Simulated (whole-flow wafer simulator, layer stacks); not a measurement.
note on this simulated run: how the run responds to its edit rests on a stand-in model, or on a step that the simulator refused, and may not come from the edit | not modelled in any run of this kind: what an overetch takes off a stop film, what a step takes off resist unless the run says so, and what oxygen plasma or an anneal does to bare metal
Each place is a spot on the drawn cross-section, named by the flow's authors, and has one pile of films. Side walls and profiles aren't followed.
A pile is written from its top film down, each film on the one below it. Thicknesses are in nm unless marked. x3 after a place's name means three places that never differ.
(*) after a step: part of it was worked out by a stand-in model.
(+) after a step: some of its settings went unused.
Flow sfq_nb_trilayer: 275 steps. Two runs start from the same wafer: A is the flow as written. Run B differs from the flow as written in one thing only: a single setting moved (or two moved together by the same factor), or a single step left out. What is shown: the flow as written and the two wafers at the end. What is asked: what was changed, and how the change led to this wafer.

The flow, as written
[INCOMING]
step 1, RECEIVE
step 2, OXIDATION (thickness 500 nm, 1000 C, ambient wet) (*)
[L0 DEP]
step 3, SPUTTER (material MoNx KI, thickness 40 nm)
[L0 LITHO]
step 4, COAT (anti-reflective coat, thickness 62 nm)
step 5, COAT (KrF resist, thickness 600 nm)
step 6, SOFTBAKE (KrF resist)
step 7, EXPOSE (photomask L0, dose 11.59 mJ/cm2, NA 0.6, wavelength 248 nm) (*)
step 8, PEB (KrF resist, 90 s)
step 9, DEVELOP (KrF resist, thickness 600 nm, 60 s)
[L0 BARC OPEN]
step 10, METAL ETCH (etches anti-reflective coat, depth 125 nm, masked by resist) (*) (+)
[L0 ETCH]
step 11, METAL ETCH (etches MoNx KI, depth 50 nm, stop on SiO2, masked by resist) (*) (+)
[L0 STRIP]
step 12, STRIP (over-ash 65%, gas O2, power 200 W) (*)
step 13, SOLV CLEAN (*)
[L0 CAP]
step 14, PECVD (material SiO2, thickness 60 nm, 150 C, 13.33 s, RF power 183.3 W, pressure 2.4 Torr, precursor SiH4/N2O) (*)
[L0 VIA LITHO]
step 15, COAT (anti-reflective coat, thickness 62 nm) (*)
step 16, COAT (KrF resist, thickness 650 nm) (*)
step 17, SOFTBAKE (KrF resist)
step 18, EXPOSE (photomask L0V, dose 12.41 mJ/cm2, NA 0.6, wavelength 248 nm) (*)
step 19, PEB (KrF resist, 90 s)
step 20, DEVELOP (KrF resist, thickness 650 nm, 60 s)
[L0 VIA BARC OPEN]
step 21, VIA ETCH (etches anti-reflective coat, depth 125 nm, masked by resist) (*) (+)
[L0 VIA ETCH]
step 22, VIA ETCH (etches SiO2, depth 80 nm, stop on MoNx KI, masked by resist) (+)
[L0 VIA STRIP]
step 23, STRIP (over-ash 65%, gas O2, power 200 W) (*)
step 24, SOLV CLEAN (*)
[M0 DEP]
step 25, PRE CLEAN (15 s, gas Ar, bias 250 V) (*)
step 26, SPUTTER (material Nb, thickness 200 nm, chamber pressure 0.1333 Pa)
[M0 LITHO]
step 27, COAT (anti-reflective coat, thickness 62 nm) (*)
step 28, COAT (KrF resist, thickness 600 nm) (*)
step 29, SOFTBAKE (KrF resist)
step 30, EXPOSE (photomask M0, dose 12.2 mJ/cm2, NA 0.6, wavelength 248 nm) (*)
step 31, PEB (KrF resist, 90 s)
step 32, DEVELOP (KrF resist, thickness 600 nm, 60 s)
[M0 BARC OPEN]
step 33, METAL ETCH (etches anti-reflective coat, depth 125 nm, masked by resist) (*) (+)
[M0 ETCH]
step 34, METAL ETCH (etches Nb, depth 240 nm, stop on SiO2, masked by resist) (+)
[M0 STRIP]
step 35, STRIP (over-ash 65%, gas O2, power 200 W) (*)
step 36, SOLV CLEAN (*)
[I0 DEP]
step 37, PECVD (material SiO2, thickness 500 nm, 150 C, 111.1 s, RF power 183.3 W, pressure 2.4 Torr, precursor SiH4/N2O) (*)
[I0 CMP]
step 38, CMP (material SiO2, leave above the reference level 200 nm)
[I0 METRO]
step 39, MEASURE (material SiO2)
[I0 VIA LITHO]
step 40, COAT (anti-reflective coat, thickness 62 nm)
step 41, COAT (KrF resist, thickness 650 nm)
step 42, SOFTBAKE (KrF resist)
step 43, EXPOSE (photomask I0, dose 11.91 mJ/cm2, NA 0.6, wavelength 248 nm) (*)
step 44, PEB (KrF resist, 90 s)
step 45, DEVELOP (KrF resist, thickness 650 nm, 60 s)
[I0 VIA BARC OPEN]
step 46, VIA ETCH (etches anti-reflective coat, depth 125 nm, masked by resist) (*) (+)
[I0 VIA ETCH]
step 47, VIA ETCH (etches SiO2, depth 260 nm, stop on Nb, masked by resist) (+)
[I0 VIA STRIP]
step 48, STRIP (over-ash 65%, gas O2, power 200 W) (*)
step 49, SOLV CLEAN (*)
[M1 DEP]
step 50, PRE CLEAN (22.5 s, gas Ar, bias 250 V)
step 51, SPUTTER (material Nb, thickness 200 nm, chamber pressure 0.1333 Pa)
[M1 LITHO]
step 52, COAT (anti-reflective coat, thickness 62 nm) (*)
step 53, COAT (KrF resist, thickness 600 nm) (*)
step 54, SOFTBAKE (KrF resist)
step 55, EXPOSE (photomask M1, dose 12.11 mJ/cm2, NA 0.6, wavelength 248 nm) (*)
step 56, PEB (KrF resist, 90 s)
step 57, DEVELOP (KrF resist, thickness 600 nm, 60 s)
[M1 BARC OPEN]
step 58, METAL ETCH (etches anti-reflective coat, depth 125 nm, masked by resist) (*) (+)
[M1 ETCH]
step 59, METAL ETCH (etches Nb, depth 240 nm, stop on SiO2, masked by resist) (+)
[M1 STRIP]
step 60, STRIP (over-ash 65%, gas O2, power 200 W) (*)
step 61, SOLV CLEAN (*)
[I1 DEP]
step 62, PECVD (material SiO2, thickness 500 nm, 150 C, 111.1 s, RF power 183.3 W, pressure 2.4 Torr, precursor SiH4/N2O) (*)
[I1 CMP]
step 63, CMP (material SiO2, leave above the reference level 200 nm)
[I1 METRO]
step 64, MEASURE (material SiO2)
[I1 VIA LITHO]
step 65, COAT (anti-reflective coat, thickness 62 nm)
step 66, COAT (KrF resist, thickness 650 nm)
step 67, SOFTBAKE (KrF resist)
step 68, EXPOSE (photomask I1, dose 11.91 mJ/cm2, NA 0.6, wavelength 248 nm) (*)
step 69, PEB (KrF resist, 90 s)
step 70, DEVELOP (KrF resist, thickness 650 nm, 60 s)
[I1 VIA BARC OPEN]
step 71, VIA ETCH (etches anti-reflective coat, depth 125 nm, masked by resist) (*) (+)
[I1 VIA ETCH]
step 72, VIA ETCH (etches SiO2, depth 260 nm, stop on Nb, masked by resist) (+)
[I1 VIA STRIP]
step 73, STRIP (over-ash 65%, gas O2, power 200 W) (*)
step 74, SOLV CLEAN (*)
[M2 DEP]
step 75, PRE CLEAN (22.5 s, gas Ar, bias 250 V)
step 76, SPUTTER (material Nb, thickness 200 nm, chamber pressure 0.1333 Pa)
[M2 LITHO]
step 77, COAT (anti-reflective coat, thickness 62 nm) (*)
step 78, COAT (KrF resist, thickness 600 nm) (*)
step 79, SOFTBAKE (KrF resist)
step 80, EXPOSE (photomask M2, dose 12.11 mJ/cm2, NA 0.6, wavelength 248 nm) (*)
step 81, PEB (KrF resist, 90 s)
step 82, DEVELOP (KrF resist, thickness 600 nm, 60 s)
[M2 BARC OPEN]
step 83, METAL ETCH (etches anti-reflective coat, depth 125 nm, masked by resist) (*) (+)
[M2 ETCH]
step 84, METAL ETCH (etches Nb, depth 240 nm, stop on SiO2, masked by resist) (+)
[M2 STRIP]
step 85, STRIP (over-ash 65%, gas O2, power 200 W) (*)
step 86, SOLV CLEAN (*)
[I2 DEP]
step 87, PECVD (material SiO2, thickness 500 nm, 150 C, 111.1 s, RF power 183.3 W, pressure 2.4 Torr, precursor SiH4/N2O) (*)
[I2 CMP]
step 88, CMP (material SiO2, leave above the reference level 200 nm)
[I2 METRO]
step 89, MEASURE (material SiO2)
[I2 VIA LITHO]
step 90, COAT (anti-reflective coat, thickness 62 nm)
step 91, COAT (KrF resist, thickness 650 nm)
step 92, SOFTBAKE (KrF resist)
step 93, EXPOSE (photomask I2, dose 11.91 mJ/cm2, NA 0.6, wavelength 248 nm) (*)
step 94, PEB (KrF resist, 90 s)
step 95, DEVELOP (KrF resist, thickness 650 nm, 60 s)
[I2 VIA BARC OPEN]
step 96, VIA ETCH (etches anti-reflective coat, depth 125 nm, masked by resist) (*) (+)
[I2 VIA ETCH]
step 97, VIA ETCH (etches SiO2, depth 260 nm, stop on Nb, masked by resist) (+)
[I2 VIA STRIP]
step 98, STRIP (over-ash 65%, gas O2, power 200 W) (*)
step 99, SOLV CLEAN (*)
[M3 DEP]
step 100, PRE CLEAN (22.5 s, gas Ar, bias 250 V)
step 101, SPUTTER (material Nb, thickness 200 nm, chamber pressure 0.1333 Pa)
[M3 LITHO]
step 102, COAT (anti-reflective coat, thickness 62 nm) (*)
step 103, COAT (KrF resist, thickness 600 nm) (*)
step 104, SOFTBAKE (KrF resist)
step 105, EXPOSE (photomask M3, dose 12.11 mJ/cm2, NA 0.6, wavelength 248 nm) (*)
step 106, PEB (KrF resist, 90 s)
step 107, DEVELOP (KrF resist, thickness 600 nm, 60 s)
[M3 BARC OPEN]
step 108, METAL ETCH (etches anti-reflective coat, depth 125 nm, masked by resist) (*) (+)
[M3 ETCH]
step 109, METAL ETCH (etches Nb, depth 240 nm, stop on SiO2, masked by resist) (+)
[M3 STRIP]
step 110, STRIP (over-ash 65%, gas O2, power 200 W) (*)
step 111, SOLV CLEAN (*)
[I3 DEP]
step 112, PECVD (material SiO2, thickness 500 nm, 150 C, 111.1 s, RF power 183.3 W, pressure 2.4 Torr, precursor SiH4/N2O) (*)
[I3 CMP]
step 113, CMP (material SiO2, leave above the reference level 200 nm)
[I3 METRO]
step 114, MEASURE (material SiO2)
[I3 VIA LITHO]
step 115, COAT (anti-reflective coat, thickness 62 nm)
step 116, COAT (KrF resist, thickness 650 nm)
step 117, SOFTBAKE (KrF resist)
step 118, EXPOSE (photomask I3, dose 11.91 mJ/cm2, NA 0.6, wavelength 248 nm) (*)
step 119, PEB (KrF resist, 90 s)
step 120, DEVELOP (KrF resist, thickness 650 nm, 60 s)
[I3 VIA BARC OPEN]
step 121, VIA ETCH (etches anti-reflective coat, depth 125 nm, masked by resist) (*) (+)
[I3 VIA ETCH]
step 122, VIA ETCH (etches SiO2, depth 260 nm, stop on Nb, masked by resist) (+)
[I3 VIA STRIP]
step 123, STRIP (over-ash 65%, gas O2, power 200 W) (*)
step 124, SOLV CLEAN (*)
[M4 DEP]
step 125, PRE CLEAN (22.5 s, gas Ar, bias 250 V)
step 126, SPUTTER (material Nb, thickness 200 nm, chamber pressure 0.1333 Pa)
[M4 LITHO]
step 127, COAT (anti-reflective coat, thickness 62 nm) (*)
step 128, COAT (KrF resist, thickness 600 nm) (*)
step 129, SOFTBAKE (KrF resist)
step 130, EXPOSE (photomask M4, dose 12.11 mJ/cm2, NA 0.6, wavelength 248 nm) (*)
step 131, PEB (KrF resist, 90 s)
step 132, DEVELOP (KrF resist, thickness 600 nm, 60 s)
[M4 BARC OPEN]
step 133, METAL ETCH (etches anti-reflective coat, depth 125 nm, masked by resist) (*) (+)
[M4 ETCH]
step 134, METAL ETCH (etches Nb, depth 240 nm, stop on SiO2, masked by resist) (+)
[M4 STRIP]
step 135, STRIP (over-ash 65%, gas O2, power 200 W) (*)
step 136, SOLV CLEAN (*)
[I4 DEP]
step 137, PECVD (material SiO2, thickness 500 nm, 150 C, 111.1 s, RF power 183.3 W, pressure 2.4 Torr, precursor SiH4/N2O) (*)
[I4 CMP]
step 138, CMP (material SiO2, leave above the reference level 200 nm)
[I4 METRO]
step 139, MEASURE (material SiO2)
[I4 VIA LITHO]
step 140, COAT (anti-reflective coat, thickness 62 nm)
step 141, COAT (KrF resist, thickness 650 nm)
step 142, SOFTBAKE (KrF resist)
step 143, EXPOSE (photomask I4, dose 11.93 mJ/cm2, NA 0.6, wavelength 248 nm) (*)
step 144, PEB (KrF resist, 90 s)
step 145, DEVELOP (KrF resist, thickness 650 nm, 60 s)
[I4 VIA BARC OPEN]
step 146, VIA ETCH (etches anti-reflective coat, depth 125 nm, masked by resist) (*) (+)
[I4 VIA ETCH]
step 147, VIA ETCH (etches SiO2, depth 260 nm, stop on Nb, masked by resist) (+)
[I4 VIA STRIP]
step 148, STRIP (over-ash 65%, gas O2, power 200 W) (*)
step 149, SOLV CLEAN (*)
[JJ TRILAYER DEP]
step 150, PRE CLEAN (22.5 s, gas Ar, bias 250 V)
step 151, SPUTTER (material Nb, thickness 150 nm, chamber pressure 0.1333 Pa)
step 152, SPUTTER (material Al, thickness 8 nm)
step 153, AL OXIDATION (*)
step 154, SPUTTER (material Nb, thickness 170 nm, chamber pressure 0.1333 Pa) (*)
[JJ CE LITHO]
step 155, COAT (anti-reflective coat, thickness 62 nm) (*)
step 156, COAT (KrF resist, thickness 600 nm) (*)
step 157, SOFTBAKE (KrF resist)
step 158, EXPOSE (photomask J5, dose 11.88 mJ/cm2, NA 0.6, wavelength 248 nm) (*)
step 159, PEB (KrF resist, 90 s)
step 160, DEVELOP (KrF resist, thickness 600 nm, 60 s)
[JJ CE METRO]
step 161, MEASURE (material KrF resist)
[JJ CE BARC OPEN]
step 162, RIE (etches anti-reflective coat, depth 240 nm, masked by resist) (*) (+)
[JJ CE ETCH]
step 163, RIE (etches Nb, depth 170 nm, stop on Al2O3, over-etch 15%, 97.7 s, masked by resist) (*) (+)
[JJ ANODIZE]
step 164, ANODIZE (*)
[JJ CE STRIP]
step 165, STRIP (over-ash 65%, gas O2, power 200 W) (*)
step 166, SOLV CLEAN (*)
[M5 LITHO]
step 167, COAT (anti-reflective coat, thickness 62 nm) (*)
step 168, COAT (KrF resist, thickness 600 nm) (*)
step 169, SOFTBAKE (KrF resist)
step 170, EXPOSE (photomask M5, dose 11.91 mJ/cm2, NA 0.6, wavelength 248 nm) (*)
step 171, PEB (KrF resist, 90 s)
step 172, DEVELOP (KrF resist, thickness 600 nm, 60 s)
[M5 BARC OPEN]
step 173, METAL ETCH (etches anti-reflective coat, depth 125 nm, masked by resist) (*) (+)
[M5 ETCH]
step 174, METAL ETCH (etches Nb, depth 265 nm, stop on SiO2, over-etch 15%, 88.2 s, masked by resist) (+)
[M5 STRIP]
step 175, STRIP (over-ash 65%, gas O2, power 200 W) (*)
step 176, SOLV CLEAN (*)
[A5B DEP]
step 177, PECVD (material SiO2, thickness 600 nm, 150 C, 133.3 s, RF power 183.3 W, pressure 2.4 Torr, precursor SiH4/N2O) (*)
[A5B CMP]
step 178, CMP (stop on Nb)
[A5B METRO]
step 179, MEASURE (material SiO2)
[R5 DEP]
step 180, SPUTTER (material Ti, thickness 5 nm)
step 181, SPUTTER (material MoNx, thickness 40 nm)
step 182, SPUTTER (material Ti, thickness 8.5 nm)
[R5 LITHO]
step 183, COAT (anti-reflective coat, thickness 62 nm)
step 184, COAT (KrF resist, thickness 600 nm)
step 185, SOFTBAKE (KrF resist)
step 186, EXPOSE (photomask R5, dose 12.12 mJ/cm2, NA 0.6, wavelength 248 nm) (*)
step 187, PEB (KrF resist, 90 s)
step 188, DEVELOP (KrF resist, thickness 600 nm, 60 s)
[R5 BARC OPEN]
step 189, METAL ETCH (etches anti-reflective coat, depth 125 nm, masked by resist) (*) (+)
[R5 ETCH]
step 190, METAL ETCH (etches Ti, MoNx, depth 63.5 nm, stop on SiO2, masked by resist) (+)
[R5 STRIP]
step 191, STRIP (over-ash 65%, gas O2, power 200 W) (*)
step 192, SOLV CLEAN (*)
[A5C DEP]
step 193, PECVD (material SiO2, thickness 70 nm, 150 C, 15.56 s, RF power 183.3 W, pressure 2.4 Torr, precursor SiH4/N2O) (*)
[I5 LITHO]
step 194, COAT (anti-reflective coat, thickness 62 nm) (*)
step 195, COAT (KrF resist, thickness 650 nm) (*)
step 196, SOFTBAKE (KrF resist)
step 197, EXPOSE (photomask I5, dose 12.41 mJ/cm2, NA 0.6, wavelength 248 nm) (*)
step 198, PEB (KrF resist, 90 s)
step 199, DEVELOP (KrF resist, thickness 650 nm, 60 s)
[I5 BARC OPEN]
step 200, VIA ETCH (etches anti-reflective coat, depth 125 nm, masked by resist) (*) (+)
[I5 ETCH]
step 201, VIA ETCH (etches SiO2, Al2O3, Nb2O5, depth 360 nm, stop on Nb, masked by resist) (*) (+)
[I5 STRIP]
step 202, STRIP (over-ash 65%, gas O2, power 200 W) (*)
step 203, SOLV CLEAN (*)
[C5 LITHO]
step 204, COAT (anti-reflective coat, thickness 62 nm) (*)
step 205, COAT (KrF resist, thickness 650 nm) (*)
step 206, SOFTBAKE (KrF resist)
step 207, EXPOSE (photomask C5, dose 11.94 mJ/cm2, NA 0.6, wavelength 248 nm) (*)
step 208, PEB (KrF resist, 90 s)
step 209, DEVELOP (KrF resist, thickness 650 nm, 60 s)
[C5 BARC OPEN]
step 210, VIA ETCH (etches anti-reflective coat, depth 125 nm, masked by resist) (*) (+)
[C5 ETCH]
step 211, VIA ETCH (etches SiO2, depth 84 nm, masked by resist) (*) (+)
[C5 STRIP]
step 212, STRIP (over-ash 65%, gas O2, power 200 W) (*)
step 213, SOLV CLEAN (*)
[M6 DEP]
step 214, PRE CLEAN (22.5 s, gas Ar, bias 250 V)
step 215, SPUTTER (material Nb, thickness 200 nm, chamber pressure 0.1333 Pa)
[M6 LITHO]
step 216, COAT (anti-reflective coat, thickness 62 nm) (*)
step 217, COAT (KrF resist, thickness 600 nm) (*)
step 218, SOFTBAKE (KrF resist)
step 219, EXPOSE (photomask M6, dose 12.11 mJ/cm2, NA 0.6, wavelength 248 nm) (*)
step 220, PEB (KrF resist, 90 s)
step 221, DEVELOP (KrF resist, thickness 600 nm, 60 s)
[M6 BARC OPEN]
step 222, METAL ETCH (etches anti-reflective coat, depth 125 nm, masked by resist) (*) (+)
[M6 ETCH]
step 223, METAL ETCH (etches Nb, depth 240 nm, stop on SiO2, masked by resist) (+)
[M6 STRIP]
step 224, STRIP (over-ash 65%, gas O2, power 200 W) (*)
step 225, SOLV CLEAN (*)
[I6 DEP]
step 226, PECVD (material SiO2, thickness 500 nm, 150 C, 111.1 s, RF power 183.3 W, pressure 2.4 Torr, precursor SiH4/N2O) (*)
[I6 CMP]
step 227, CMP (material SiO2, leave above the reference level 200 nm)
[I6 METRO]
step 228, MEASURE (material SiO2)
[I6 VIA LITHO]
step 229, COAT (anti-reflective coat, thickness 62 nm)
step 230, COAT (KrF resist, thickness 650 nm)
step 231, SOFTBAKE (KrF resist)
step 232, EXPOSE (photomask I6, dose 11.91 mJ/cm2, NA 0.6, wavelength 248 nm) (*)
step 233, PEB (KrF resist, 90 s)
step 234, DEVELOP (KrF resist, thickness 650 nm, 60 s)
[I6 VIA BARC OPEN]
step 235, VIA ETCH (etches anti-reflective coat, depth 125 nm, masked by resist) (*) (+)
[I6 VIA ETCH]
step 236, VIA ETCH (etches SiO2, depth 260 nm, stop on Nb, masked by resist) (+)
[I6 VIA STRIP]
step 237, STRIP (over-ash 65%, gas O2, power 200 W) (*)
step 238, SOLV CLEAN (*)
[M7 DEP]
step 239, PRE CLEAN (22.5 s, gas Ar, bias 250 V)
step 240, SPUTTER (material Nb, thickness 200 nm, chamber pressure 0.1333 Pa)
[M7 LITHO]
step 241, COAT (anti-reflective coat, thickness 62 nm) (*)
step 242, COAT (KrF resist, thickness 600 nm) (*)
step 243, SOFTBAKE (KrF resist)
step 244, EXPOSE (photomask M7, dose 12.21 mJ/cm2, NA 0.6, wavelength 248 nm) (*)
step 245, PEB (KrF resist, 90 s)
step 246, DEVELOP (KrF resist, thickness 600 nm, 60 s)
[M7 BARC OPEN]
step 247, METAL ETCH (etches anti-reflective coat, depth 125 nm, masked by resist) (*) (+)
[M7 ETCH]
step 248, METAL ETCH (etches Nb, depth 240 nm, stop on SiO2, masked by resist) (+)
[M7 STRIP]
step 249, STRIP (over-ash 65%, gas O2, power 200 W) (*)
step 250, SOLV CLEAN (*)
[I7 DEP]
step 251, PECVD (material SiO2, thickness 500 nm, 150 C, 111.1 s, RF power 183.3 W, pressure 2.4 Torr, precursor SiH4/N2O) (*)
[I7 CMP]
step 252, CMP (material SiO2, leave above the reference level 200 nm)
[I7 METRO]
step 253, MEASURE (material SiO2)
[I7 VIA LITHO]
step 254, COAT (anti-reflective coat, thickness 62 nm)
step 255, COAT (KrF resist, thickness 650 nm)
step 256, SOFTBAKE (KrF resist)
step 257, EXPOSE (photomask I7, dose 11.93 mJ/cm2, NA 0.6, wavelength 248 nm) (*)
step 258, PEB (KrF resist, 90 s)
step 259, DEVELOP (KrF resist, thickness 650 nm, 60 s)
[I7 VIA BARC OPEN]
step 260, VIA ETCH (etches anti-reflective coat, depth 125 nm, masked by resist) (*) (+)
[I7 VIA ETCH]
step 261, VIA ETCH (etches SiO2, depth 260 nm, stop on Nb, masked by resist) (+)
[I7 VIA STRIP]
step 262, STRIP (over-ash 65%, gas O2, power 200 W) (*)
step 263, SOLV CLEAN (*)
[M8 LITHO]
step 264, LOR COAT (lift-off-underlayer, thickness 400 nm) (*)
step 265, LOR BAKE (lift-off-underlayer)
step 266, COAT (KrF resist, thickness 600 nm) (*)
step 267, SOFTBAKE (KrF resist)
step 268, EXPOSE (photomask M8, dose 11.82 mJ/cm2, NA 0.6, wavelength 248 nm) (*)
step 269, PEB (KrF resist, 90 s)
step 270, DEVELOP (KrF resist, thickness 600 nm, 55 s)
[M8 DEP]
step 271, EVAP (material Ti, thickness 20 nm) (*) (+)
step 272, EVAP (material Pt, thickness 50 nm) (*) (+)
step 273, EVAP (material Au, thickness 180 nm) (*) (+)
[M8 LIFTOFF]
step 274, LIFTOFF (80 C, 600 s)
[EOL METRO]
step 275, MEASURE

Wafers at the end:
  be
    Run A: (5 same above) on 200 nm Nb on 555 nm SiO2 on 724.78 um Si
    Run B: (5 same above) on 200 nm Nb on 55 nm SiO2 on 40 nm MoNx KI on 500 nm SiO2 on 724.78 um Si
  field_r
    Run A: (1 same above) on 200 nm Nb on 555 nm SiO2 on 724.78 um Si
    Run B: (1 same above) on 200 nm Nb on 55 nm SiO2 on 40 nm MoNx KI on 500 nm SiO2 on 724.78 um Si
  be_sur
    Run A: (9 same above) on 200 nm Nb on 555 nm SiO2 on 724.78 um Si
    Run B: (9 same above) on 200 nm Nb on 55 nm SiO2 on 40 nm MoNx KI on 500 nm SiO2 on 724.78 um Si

The reason: step 10, METAL ETCH: etches anti-reflective coat, depth 125 nm, masked by resist (*) (+), was skipped.

Step by step, how the change led to this:
  step 11, METAL ETCH (etches MoNx KI, depth 50 nm, stop on SiO2, masked by resist) (*) (+)
      v_sur, via_wl, via_w and 97 more: A MoNx KI loses 40 (all of it) | B anti-reflective coat loses 50
  step 12, STRIP (over-ash 65%, gas O2, power 200 W) (*)
      v_sur, via_wl, via_w and 97 more: A nothing | B anti-reflective coat loses 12 (all of it)
      field_l, l0_sur, l0v, l0r_line_l, l0r_line_c, l0r_line_r: A KrF resist loses 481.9 (all of it), anti-reflective coat loses 62 (all of it) | B KrF resist loses 533.6 (all of it), anti-reflective coat loses 62 (all of it)
  step 14, PECVD (material SiO2, thickness 60 nm, 150 C, 13.33 s, RF power 183.3 W, pressure 2.4 Torr, precursor SiH4/N2O) (*)
      v_sur, via_wl, via_w and 97 more: A SiO2 gains 60 | B SiO2 gains 60 (new film)
  step 15, COAT (anti-reflective coat, thickness 62 nm) (*)
      be_sur, gap, jj_sur and 8 more: A anti-reflective coat gains 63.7 (new film) | B anti-reflective coat gains 62 (new film)
      wire, be, moat, field_r: A anti-reflective coat gains 63.8 (new film) | B anti-reflective coat gains 62 (new film)
      (and at 18 other places as well)
  step 16, COAT (KrF resist, thickness 650 nm) (*)
      via_wl: A KrF resist gains 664 (new film) | B KrF resist gains 650 (new film)
      l0r_space_c: A KrF resist gains 665.9 (new film) | B KrF resist gains 650 (new film)
  step 21, VIA ETCH (etches anti-reflective coat, depth 125 nm, masked by resist) (*) (+)
      field_l, v_sur, via_wl and 102 more: A KrF resist loses 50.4 | B KrF resist loses 51.7
      l0v: A anti-reflective coat loses 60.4 (all of it), SiO2 loses 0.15 | B anti-reflective coat loses 62 (all of it), SiO2 loses 0.16
  step 23, STRIP (over-ash 65%, gas O2, power 200 W) (*)
      gap, jj_sur, ce_l, c5j, be_r, r_sur, res: A KrF resist loses 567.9 (all of it), anti-reflective coat loses 63.7 (all of it) | B KrF resist loses 559.6 (all of it), anti-reflective coat loses 62 (all of it)
      l0r_line_l, l0r_line_c, l0r_line_r: A KrF resist loses 557 (all of it), anti-reflective coat loses 59 (all of it) | B KrF resist loses 559.6 (all of it), anti-reflective coat loses 62 (all of it)
      (and at 22 other places as well)
  step 27, COAT (anti-reflective coat, thickness 62 nm) (*)
      gap, jj_sur, ce_l and 7 more: A anti-reflective coat gains 63.6 (new film) | B anti-reflective coat gains 61.9 (new film)
      be, be_sur, moat, field_r, lsp_l: A anti-reflective coat gains 63.7 (new film) | B anti-reflective coat gains 61.9 (new film)
      (and at 18 other places as well)
  step 28, COAT (KrF resist, thickness 600 nm) (*)
      via_wl: A KrF resist gains 613.6 (new film) | B KrF resist gains 599.9 (new film)
      l0r_space_c: A KrF resist gains 615.3 (new film) | B KrF resist gains 600 (new film)
  step 33, METAL ETCH (etches anti-reflective coat, depth 125 nm, masked by resist) (*) (+)
      moat: A anti-reflective coat loses 63.7 (all of it) | B anti-reflective coat loses 61.9 (all of it)
  step 35, STRIP (over-ash 65%, gas O2, power 200 W) (*)
      c5j, ce_r, sp_r, be_r: A KrF resist loses 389 (all of it), anti-reflective coat loses 63.6 (all of it) | B KrF resist loses 382.2 (all of it), anti-reflective coat loses 61.9 (all of it)
      jj_sur, ce_l: A KrF resist loses 389.1 (all of it), anti-reflective coat loses 63.6 (all of it) | B KrF resist loses 382.2 (all of it), anti-reflective coat loses 61.9 (all of it)
      (and at 26 other places as well)
  step 38, CMP (material SiO2, leave above the reference level 200 nm)
      field_l, l0_sur, l0r_line_l, l0r_line_c, l0r_line_r: A SiO2 loses 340 | B SiO2 loses 300
      l0v: A SiO2 loses 277.8 | B SiO2 loses 237.8
Taking metal films that touch as one body, be has 4 bodies (between them, from the top down: SiO2 503.2; SiO2 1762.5; SiO2 55); the flow as written gives 3 bodies (between them, from the top down: SiO2 503.2; SiO2 1762.5).
Taking metal films that touch as one body, field_r has 2 bodies (between them, from the top down: SiO2 55); the flow as written gives 1 body.
Taking metal films that touch as one body, be_sur has 5 bodies (between them, from the top down: SiO2 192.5; SiO2 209 / Al2O3 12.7 / Nb2O5 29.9; SiO2 1762.5; SiO2 55); the flow as written gives 4 bodies (between them, from the top down: SiO2 192.5; SiO2 209 / Al2O3 12.7 / Nb2O5 29.9; SiO2 1762.5).
